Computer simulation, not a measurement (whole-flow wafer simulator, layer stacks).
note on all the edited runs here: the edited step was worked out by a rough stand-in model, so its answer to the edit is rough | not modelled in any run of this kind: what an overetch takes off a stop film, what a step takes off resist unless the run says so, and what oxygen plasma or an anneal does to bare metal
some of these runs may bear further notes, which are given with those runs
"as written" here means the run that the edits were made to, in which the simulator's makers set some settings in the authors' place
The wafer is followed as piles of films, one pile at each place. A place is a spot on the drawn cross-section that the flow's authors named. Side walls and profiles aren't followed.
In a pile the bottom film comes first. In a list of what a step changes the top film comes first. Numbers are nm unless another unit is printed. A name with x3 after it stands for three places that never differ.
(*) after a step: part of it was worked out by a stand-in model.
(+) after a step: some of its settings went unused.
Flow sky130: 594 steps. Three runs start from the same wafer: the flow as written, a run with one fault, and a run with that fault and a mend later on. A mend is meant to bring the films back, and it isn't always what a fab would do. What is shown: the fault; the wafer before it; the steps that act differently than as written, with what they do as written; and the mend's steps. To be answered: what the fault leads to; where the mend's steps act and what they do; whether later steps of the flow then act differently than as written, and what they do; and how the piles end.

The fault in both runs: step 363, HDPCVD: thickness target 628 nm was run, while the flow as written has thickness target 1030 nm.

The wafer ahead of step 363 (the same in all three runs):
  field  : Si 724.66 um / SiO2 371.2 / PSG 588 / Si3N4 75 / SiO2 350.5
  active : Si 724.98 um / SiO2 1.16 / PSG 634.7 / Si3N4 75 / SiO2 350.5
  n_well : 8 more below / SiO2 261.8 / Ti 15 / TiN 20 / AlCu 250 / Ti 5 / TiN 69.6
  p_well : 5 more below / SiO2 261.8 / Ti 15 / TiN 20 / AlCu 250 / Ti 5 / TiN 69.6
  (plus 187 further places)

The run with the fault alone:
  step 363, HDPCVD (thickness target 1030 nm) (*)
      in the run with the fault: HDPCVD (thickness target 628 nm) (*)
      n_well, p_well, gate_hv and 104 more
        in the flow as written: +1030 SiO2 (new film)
        in the run with the fault: +628 SiO2 (new film)
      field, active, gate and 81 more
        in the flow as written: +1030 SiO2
        in the run with the fault: +628 SiO2
  Steps further on in the flow that do not act as written (27 other steps are not shown; they differ only slightly, by no more than 2% or 0.5 nm, whichever is larger):
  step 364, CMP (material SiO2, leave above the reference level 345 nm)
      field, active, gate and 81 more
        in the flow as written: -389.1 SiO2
        in the run with the fault: nothing
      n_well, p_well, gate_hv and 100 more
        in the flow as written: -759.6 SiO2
        in the run with the fault: -357.6 SiO2
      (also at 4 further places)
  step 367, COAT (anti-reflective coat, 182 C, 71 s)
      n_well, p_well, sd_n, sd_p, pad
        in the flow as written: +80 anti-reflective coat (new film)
        in the run with the fault: +67.1 anti-reflective coat (new film)
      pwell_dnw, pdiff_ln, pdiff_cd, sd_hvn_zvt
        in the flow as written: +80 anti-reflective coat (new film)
        in the run with the fault: +76.9 anti-reflective coat (new film)
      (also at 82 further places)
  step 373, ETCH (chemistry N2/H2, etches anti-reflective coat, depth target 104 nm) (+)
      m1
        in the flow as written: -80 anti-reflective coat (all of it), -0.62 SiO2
        in the run with the fault: -72.5 anti-reflective coat (all of it), -0.81 SiO2
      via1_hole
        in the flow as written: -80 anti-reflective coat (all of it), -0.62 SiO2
        in the run with the fault: -69.4 anti-reflective coat (all of it), -0.89 SiO2
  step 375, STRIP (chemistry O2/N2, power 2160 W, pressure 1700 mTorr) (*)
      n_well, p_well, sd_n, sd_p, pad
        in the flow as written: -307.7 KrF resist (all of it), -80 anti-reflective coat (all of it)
        in the run with the fault: -307.9 KrF resist (all of it), -67.1 anti-reflective coat (all of it)
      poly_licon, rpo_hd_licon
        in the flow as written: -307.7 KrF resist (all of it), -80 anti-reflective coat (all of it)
        in the run with the fault: -306 KrF resist (all of it), -69.7 anti-reflective coat (all of it)
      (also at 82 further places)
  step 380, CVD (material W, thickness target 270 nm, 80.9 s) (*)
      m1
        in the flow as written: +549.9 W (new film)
        in the run with the fault: +536.7 W (new film)
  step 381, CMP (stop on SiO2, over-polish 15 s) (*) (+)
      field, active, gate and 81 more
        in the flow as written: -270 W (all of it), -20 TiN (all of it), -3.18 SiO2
        in the run with the fault: -270 W (all of it), -7.07 TiN
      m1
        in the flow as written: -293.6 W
        in the run with the fault: -280.2 W
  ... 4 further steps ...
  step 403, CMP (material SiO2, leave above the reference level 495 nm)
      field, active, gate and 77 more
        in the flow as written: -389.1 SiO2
        in the run with the fault: -377.4 SiO2
  At vpp_iso2, via2_hole, via2_enc, m2_ln_cd, the piles at the end differ from the flow's by more than 2% or 0.5 nm, whichever is larger.
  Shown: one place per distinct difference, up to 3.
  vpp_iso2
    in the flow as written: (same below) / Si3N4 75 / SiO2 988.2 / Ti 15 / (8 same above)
    in the run with the fault: (same below) / Si3N4 75 / SiO2 978.5 / TiN 12.9 / Ti 15 / (8 same above)
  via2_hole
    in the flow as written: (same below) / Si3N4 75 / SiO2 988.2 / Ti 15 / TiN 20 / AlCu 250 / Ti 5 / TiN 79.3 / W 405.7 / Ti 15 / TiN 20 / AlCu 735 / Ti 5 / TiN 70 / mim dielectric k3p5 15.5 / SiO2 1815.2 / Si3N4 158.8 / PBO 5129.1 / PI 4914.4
    in the run with the fault: (same below) / Si3N4 75 / SiO2 978.5 / TiN 12.9 / Ti 15 / TiN 20 / AlCu 250 / Ti 5 / TiN 79.3 / W 405.7 / Ti 15 / TiN 20 / AlCu 735 / Ti 5 / TiN 70 / mim dielectric k3p5 15.5 / SiO2 1815.2 / Si3N4 158.8 / PBO 5129 / PI 4914.4
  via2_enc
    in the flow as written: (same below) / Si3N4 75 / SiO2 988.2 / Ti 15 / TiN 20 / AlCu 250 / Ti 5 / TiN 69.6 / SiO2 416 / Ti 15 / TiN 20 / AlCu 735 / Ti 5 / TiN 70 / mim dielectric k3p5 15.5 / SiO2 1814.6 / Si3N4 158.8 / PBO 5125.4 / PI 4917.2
    in the run with the fault: (same below) / Si3N4 75 / SiO2 978.5 / TiN 12.9 / Ti 15 / TiN 20 / AlCu 250 / Ti 5 / TiN 69.6 / SiO2 416 / Ti 15 / TiN 20 / AlCu 735 / Ti 5 / TiN 70 / mim dielectric k3p5 15.5 / SiO2 1814.6 / Si3N4 158.8 / PBO 5125.3 / PI 4917.3

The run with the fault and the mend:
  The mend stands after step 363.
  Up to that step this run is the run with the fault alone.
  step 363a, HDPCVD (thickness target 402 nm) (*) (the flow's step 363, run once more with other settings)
      field, active, n_well and 188 more
        +402 SiO2
  Every later step of the flow that is run acts as written, at every place that is followed, to within 2% or 0.5 nm, whichever is larger.
  By the end, the piles equal the flow's at every place that both follow.
